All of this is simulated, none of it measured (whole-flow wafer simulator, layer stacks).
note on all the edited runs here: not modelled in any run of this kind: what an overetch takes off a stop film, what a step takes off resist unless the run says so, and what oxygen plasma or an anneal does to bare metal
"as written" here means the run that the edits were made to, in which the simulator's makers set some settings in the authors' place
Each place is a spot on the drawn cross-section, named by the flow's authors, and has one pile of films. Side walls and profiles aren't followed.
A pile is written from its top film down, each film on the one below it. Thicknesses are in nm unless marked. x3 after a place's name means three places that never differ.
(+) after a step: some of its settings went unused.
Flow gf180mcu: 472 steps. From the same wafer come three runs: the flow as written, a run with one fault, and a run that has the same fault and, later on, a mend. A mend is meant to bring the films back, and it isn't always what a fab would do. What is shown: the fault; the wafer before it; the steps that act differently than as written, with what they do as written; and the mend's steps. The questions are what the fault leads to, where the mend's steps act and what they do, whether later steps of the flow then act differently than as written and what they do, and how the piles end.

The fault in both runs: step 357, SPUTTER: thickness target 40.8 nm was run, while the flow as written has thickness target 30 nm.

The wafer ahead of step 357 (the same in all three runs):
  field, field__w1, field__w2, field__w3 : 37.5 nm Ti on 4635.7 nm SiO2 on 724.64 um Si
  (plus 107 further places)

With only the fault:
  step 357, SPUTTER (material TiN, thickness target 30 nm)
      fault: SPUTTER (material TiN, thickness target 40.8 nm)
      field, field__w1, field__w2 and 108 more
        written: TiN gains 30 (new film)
        fault: TiN gains 40.8 (new film)
  Later steps of the flow acting differently than as written:
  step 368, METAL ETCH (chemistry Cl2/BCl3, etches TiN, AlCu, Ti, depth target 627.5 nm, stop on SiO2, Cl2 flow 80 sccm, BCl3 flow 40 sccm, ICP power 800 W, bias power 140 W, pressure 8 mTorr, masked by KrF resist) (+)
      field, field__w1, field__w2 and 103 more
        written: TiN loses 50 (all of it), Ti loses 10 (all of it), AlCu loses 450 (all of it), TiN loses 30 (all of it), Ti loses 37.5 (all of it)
        fault: TiN loses 50 (all of it), Ti loses 10 (all of it), AlCu loses 450 (all of it), TiN loses 40.8 (all of it), Ti loses 37.5 (all of it)
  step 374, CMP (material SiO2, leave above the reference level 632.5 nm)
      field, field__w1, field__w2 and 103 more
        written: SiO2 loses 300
        fault: SiO2 loses 289.2
  The piles end different from the flow's at field__w8, contact, m1, m1__w1, m1_nw by more than 2% or 0.5 nm, whichever is larger.
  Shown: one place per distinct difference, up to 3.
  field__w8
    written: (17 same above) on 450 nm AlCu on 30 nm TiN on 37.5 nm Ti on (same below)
    fault: (17 same above) on 450 nm AlCu on 40.8 nm TiN on 37.5 nm Ti on (same below)
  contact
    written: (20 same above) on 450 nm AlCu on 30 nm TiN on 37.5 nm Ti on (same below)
    fault: (20 same above) on 450 nm AlCu on 40.8 nm TiN on 37.5 nm Ti on (same below)

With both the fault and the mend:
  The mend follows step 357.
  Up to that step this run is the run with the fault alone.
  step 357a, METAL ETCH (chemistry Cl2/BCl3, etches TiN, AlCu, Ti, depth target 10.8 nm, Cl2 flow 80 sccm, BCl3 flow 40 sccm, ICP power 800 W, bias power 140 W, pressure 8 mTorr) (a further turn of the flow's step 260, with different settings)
      field, field__w1, field__w2 and 108 more
        TiN loses 10.8
  Every later step of the flow that is run acts as written at every place that is followed.
  The piles end the same as the flow's at every place that both follow.
